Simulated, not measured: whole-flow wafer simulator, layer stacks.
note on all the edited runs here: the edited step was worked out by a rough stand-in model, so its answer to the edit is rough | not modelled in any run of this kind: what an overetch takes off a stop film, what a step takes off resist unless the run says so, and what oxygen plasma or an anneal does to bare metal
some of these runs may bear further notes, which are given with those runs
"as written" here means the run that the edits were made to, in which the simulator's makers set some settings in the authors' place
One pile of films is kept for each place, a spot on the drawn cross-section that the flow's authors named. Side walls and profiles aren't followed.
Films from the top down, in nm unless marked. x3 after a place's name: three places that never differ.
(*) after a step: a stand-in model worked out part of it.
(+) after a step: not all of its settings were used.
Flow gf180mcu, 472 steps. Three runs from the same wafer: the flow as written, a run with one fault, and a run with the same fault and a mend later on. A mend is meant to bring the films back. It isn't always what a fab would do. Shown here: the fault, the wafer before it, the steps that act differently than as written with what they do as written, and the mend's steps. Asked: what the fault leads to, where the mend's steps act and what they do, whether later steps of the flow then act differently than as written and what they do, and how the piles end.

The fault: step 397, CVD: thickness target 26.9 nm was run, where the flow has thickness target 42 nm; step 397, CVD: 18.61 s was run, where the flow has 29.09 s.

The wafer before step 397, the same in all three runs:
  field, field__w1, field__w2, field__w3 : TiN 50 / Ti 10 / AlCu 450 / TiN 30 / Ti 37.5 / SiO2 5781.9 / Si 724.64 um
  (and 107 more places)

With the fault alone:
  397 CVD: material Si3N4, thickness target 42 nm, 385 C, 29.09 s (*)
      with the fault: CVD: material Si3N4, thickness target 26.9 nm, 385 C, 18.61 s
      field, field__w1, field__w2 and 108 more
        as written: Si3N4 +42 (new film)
        with the fault: Si3N4 +26.9 (new film)
  Later steps of the flow that act differently than as written (6 more steps differ only slightly, by at most 2% or 0.5 nm, whichever is larger, and aren't shown):
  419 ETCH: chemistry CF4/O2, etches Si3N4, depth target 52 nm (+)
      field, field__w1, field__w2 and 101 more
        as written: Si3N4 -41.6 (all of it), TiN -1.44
        with the fault: Si3N4 -26.5 (all of it), TiN -1.84
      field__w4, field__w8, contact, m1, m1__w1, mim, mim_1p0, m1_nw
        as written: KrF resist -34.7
        with the fault: KrF resist -26.5
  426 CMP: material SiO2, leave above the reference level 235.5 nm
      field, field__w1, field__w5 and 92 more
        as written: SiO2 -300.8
        with the fault: SiO2 -315.9
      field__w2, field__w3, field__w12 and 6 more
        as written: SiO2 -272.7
        with the fault: SiO2 -288.4
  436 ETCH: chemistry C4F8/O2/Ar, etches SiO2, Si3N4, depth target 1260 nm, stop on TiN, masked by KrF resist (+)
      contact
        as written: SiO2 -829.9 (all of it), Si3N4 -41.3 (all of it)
        with the fault: SiO2 -829.9 (all of it), Si3N4 -26.2 (all of it)
  At the end the piles differ from the flow's by more than 2% or 0.5 nm, whichever is larger, at field__w4, field__w8, m1, m1__w1, mim, mim_1p0, m1_nw.
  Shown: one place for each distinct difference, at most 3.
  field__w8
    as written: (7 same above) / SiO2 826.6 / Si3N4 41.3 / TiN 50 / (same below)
    with the fault: (7 same above) / SiO2 826.6 / Si3N4 26.2 / TiN 50 / (same below)
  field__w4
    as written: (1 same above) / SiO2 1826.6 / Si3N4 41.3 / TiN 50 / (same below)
    with the fault: (1 same above) / SiO2 1826.6 / Si3N4 26.2 / TiN 50 / (same below)
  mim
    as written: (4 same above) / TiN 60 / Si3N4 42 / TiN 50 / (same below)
    with the fault: (4 same above) / TiN 60 / Si3N4 26.9 / TiN 50 / (same below)

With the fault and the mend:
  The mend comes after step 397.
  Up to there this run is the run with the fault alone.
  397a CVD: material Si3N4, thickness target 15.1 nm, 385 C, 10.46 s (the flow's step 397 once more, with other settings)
      field, field__w1, field__w2 and 108 more
        Si3N4 +15.1
  No later step of the flow acts differently than as written, at any place that is followed, by more than 2% or 0.5 nm, whichever is larger.
  At the end the piles differ from the flow's only slightly at the places that both follow, by at most 2% or 0.5 nm, whichever is larger.
